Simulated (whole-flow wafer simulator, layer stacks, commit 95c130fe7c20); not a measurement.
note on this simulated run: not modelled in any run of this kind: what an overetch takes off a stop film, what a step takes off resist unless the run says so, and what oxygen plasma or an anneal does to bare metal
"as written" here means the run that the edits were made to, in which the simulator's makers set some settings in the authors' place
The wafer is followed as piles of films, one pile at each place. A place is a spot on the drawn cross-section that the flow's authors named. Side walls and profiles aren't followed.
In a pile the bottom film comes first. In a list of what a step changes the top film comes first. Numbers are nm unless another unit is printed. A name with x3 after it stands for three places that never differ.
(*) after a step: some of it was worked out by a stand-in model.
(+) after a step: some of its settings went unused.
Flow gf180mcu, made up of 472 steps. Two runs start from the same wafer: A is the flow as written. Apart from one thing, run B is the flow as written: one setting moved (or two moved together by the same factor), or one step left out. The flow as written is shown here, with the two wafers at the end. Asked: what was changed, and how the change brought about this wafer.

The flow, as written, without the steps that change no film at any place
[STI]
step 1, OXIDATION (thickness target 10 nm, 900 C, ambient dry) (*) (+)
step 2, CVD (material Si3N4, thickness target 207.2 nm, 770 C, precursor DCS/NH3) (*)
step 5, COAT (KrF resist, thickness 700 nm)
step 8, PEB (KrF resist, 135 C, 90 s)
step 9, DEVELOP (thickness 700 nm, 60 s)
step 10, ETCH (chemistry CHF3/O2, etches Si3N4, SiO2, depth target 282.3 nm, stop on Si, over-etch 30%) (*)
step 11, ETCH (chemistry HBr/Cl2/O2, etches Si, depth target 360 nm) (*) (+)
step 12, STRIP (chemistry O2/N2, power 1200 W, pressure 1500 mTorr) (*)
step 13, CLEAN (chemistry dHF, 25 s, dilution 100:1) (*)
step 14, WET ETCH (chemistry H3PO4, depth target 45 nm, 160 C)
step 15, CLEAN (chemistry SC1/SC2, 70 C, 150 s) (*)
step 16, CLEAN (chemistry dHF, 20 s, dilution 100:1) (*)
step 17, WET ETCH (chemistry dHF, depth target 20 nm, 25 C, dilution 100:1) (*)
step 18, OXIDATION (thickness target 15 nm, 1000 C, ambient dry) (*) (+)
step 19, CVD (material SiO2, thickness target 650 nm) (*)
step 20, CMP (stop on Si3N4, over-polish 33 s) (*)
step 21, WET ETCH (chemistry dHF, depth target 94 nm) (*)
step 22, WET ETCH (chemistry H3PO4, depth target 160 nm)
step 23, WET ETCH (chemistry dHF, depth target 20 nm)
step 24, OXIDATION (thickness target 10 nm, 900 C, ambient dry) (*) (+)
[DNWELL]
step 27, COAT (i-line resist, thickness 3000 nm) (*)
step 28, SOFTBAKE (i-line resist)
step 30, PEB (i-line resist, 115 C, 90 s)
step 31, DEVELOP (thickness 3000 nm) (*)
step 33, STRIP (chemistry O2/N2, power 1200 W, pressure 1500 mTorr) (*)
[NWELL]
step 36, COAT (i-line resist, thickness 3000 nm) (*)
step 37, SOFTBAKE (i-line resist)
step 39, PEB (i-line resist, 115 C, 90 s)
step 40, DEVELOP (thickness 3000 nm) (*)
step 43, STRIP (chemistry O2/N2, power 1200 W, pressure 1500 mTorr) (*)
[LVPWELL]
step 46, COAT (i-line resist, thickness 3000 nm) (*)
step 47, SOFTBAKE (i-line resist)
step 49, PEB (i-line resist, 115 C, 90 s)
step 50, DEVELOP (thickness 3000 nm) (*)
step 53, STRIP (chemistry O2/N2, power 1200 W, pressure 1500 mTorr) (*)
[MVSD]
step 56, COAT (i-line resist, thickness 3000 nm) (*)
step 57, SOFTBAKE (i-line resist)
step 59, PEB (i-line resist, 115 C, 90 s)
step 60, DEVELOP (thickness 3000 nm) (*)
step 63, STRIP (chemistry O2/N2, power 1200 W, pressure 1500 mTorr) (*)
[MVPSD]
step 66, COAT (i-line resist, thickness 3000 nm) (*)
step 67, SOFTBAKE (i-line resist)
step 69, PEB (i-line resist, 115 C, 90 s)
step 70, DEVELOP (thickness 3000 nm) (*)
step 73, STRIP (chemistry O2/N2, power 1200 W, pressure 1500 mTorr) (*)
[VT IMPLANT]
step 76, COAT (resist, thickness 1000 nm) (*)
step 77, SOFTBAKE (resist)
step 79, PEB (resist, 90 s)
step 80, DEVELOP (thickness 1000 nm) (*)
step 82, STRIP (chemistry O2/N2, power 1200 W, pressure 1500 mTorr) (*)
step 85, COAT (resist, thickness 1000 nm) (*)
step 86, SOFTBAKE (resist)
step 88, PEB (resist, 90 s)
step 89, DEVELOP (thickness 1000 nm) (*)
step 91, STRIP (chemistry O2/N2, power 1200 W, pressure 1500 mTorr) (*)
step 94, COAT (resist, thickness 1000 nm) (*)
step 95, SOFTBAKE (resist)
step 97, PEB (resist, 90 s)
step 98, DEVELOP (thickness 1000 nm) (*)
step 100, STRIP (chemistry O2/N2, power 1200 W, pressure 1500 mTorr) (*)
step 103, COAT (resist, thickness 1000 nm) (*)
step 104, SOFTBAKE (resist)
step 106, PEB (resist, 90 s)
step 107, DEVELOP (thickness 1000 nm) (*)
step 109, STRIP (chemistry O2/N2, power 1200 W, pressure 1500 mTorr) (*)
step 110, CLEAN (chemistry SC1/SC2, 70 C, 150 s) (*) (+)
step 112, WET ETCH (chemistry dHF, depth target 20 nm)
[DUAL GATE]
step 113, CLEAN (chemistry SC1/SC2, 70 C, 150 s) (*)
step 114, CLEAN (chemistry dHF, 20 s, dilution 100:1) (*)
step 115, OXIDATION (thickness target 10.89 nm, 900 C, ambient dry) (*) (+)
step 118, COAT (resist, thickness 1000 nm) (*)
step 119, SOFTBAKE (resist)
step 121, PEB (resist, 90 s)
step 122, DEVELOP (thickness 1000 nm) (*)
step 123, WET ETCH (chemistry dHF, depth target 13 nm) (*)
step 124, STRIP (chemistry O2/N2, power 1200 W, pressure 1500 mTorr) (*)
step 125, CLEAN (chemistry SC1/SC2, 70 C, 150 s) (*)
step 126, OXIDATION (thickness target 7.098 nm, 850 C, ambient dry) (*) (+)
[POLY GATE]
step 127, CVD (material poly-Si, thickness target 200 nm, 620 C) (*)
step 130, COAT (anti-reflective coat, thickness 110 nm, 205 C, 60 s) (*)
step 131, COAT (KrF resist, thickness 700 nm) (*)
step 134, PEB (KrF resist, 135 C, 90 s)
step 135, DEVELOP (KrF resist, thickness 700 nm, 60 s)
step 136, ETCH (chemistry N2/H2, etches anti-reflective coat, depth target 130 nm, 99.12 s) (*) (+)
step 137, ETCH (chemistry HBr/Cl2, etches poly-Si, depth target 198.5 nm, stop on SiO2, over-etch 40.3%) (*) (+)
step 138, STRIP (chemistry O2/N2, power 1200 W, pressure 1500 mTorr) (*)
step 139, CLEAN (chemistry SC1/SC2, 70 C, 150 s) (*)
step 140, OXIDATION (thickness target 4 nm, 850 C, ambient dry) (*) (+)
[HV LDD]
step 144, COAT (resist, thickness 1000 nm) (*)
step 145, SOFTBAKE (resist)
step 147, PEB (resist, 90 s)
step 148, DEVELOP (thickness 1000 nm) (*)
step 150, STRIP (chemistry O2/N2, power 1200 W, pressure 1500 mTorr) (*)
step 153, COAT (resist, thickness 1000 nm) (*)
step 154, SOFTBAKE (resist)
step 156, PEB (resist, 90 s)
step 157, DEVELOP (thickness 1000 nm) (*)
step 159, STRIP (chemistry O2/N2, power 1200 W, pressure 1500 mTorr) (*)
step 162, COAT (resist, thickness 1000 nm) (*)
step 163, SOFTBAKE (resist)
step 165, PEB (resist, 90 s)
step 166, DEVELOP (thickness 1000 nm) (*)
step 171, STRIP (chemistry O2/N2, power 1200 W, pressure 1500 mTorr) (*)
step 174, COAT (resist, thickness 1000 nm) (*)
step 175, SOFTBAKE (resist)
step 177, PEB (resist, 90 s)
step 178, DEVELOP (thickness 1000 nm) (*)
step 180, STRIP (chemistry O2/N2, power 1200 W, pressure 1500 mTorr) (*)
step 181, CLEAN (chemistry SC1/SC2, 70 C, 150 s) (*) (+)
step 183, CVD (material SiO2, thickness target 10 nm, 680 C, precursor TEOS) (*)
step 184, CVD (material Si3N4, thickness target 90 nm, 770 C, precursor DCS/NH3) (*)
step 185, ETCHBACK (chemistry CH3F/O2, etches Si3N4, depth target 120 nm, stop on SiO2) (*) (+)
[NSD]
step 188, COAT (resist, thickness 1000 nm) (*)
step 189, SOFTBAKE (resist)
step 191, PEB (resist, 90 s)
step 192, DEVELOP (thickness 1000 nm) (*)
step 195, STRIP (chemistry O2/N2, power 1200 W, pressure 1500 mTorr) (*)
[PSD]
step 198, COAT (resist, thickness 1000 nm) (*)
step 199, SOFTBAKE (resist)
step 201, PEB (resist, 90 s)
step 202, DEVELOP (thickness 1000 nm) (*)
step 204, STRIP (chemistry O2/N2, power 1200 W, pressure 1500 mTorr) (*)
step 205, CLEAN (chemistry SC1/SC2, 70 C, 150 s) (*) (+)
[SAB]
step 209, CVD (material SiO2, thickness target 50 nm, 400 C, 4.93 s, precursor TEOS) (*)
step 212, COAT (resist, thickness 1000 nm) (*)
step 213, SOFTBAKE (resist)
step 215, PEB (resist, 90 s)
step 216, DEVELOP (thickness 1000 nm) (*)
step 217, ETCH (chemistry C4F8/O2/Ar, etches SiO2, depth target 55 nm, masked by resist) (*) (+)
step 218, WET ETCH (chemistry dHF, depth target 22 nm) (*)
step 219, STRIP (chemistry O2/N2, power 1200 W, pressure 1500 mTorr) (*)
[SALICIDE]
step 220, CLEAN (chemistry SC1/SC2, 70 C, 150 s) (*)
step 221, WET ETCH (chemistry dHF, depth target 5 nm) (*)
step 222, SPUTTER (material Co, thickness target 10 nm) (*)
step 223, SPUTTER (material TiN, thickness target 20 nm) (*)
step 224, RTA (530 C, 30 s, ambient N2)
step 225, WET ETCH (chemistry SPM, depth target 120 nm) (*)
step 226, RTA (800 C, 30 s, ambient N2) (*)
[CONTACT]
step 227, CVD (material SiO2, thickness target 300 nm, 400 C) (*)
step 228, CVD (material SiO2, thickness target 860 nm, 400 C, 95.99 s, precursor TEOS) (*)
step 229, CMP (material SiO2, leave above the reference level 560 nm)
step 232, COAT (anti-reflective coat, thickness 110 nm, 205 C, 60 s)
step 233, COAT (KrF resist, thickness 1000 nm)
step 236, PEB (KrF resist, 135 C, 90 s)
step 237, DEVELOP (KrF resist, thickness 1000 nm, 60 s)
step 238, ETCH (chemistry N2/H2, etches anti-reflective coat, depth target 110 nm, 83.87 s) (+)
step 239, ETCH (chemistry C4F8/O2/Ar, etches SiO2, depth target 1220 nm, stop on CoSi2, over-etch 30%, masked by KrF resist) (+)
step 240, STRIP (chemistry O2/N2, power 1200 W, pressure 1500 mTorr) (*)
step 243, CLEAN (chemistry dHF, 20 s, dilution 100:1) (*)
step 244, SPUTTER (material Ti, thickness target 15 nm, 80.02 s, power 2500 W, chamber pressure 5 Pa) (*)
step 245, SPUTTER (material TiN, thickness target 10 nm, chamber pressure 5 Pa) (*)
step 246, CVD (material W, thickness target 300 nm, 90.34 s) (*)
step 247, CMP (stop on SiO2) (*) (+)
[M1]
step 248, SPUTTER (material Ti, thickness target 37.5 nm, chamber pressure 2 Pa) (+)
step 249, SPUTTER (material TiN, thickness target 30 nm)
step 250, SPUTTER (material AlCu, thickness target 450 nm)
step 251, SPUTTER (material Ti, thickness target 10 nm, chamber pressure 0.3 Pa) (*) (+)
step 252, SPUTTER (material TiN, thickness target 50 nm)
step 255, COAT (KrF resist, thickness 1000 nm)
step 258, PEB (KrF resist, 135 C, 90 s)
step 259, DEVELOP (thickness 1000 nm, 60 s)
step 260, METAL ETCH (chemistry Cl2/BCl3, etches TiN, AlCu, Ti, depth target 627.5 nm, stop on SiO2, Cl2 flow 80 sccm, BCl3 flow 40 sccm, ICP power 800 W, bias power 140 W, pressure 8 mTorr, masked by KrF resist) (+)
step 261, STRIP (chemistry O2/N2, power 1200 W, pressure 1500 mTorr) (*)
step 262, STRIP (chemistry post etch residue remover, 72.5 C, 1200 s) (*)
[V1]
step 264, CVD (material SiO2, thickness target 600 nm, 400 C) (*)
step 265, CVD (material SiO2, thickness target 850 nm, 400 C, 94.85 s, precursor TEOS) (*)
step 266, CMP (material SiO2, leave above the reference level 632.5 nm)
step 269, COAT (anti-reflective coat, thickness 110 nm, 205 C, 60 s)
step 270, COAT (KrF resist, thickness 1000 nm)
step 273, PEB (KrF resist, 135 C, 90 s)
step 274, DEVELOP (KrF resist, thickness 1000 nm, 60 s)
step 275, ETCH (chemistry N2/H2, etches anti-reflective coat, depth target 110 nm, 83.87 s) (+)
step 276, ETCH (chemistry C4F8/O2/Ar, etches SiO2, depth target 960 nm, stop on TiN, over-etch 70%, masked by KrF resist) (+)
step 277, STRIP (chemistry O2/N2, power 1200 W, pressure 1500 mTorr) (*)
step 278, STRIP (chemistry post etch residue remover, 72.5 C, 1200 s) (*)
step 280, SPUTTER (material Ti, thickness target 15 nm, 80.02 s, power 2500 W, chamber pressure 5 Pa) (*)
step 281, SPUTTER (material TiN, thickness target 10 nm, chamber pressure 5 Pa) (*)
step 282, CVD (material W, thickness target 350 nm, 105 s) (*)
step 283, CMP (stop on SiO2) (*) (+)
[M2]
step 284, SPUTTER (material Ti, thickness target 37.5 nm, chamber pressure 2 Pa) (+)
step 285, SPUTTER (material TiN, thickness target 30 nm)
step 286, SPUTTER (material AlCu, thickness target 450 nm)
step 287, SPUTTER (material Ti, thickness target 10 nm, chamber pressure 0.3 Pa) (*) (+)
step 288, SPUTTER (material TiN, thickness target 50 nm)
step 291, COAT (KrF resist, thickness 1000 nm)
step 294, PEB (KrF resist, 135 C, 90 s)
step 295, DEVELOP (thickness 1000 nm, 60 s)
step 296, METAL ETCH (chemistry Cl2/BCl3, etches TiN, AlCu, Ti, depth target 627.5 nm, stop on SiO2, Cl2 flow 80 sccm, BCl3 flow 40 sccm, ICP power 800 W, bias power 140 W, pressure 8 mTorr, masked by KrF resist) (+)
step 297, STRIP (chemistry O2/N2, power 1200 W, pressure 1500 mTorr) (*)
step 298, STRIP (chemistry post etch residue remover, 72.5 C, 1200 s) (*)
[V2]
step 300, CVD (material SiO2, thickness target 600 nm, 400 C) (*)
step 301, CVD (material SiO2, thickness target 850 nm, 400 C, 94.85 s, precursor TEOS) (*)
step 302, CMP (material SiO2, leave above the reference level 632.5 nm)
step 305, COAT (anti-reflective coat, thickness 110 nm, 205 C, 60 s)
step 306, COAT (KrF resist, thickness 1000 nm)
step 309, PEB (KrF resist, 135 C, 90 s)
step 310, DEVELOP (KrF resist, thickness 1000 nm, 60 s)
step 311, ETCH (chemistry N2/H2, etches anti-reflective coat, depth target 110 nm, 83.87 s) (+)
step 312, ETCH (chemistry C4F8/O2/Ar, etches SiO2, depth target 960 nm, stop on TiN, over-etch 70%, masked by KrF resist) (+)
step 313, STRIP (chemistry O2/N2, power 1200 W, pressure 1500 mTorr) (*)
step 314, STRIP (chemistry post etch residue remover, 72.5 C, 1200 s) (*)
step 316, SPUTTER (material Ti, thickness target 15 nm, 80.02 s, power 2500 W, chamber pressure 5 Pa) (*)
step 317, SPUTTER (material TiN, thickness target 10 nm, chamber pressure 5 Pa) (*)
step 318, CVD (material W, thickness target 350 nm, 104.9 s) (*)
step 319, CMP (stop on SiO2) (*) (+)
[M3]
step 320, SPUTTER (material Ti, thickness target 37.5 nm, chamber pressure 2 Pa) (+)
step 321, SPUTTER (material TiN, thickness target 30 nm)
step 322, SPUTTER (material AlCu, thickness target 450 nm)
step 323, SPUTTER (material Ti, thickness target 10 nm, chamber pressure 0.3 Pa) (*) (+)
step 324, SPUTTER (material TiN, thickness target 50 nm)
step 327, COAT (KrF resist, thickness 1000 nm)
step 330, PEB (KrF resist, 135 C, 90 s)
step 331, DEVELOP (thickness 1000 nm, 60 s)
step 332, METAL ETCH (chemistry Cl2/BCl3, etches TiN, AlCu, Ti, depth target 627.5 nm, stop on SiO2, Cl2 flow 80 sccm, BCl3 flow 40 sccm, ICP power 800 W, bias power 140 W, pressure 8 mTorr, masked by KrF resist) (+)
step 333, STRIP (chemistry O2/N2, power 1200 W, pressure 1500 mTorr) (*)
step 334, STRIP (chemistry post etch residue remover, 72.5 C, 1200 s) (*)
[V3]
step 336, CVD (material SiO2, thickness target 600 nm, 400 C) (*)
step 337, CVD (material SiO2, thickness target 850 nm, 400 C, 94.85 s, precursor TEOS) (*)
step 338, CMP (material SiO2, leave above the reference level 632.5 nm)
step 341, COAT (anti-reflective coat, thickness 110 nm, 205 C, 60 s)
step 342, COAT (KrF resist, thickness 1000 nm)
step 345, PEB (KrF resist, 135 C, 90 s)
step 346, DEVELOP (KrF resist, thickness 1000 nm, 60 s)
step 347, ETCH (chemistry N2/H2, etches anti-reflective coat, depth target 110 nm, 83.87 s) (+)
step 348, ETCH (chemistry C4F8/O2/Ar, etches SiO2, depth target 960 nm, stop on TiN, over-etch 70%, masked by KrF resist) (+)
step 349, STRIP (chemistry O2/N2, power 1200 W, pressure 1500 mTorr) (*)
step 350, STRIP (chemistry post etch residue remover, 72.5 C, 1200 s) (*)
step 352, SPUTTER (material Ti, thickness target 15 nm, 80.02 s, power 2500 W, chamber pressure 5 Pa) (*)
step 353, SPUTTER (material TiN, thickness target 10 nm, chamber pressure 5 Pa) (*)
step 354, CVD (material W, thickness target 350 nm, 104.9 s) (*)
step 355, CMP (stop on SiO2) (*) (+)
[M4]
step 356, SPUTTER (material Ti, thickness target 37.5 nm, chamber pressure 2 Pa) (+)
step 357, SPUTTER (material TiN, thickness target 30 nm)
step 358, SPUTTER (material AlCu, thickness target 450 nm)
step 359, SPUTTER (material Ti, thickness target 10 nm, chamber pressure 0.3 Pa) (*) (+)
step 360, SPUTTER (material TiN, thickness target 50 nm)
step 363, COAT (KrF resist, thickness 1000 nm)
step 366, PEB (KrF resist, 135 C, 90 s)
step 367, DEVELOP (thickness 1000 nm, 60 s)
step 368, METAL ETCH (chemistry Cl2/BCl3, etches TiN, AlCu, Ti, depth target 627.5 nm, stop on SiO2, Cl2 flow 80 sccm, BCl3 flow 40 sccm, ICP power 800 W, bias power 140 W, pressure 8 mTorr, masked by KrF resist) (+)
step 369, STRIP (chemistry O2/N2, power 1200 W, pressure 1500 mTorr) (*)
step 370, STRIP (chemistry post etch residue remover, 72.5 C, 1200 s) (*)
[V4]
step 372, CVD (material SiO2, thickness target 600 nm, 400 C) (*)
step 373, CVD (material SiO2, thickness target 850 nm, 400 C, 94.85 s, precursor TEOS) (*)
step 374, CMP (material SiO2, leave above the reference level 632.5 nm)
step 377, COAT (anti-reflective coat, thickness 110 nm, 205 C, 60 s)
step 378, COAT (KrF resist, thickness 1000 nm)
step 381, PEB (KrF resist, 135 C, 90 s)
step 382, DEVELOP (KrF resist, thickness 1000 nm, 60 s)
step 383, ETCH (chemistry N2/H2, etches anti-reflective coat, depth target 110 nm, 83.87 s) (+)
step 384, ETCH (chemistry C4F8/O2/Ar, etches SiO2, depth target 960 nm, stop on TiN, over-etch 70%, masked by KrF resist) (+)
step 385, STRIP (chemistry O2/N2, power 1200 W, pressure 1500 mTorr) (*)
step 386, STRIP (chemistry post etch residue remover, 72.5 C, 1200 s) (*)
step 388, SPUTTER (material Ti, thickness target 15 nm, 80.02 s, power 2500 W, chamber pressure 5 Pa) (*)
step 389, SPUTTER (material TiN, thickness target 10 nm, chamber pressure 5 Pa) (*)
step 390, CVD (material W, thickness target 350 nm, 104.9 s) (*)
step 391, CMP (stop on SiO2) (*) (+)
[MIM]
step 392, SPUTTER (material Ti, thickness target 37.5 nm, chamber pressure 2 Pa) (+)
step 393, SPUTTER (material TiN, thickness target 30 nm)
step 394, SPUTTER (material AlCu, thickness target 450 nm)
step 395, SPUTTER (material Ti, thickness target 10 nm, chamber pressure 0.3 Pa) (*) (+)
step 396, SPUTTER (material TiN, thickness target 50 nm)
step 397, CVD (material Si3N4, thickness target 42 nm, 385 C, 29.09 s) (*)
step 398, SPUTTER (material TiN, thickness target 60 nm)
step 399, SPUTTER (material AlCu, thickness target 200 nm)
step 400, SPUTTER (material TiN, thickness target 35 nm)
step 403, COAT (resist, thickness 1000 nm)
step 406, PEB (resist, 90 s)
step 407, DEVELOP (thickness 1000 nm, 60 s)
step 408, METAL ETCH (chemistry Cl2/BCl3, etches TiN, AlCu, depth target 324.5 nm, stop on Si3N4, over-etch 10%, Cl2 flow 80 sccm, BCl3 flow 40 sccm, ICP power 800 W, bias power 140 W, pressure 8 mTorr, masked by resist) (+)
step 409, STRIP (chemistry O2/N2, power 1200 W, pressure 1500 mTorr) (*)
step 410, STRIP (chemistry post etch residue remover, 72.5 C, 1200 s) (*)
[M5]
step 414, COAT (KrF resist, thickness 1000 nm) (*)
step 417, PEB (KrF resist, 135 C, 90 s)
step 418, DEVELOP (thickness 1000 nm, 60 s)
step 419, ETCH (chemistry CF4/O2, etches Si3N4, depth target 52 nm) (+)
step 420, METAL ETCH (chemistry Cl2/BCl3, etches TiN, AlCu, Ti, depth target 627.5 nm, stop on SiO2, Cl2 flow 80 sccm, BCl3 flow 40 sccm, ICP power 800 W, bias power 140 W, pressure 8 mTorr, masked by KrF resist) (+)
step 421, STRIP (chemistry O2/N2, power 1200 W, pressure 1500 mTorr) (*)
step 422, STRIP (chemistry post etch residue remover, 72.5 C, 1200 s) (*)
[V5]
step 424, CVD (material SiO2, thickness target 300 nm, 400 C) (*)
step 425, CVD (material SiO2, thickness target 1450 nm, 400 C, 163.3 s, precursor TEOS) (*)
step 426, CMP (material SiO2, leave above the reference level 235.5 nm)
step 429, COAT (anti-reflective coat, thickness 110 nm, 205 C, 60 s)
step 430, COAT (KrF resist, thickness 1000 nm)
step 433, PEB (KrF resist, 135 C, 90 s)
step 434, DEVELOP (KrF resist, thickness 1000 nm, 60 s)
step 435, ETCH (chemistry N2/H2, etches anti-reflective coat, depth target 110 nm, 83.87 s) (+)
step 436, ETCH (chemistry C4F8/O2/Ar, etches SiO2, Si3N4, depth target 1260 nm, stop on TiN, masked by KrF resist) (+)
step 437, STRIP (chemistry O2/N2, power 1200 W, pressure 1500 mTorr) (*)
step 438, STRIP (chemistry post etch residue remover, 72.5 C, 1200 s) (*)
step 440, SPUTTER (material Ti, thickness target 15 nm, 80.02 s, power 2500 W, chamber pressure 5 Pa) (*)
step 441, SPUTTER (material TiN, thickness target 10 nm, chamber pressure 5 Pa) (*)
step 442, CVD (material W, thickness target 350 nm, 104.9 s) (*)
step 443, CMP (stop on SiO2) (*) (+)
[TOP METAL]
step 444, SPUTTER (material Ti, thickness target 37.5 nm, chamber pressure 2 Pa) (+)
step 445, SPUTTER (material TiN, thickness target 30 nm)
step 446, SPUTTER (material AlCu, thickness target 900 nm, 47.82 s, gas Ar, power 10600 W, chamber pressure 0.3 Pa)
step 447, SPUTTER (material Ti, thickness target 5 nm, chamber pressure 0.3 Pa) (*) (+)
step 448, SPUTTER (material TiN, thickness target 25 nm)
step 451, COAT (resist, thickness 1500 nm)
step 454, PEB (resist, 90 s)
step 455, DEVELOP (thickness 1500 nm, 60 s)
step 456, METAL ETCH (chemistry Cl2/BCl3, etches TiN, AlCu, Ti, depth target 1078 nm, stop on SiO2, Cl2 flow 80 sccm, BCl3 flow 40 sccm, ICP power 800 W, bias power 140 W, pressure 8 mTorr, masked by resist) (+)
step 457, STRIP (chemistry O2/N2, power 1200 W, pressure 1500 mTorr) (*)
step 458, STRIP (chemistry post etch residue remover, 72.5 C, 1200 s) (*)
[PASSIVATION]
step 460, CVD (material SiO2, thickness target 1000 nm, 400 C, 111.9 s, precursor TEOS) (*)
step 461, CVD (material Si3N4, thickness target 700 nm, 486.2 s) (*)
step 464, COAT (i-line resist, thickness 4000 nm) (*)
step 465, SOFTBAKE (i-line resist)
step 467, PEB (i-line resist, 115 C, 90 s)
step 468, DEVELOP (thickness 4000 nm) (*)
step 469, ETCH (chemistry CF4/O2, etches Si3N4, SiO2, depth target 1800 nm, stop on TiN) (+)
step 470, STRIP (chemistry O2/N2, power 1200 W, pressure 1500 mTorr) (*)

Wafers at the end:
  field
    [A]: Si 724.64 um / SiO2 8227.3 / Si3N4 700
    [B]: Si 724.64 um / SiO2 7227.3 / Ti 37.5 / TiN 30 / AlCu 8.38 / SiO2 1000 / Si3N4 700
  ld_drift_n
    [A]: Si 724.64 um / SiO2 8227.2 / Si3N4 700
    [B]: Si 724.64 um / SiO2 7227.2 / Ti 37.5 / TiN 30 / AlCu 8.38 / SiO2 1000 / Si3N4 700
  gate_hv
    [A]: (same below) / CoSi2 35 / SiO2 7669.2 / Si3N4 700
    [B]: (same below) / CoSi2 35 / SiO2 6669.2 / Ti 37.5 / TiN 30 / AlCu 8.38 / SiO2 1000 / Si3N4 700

Cause: step 456, METAL ETCH: depth target 915.9 nm was run, though the flow has depth target 1078 nm.

How this came from the change, step by step:
  step 456, METAL ETCH (chemistry Cl2/BCl3, etches TiN, AlCu, Ti, depth target 1078 nm, stop on SiO2, Cl2 flow 80 sccm, BCl3 flow 40 sccm, ICP power 800 W, bias power 140 W, pressure 8 mTorr, masked by resist) (+)
      field, field__w1, field__w2 and 103 more: A TiN loses 25 (all of it), Ti loses 5 (all of it), AlCu loses 900 (all of it), TiN loses 30 (all of it), Ti loses 37.5 (all of it) | B TiN loses 25 (all of it), Ti loses 5 (all of it), AlCu loses 885.9
      field__w8, contact, m1, m1__w1, pad, m1_nw: A resist loses 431 | B resist loses 366.4
  step 457, STRIP (chemistry O2/N2, power 1200 W, pressure 1500 mTorr) (*)
      field__w8, contact, m1, m1__w1, pad, m1_nw: A resist loses 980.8 (all of it) | B resist loses 1045.4 (all of it)
  step 458, STRIP (chemistry post etch residue remover, 72.5 C, 1200 s) (*)
      field, field__w1, field__w2 and 103 more: A nothing | B AlCu loses 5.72
  step 460, CVD (material SiO2, thickness target 1000 nm, 400 C, 111.9 s, precursor TEOS) (*)
      field, field__w1, field__w2 and 103 more: A SiO2 gains 1000 | B SiO2 gains 1000 (new film)
  step 464, COAT (i-line resist, thickness 4000 nm) (*)
      field__w8: A i-line resist gains 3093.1 (new film) | B i-line resist gains 3160 (new film)
      m1__w1: A i-line resist gains 3094.7 (new film) | B i-line resist gains 3161.5 (new film)
      (as well as at 1 more place)
  step 465, SOFTBAKE (i-line resist)
      field__w13, nw_enc_fld_lv__w4: A i-line resist gains 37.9 | B i-line resist gains 33.8
      active_hv, ld_gate_n: A i-line resist gains 28.2 | B i-line resist gains 25
      (as well as at 64 more places)
  step 467, PEB (i-line resist, 115 C, 90 s)
      field__w8, m1__w1: A i-line resist loses 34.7 | B i-line resist loses 35.9
      contact, m1: A i-line resist loses 35.1 | B i-line resist loses 36.2
      (as well as at 2 more places)
  step 468, DEVELOP (thickness 4000 nm) (*)
      pad: A i-line resist loses 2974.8 (all of it) | B i-line resist loses 3048.9 (all of it)
  step 470, STRIP (chemistry O2/N2, power 1200 W, pressure 1500 mTorr) (*)
      field__w8, m1__w1: A i-line resist loses 1787.7 (all of it) | B i-line resist loses 1860.8 (all of it)
      contact: A i-line resist loses 1811.2 (all of it) | B i-line resist loses 1881.6 (all of it)
      (as well as at 2 more places)
With metal films that touch counted as one body, field has 1 body; the flow as written gives 0 bodies.
With metal films that touch counted as one body, ld_drift_n has 1 body; the flow as written gives 0 bodies.
With metal films that touch counted as one body, gate_hv has 2 bodies (between them, from the top down: SiO2 6669.2); the flow as written gives 1 body.
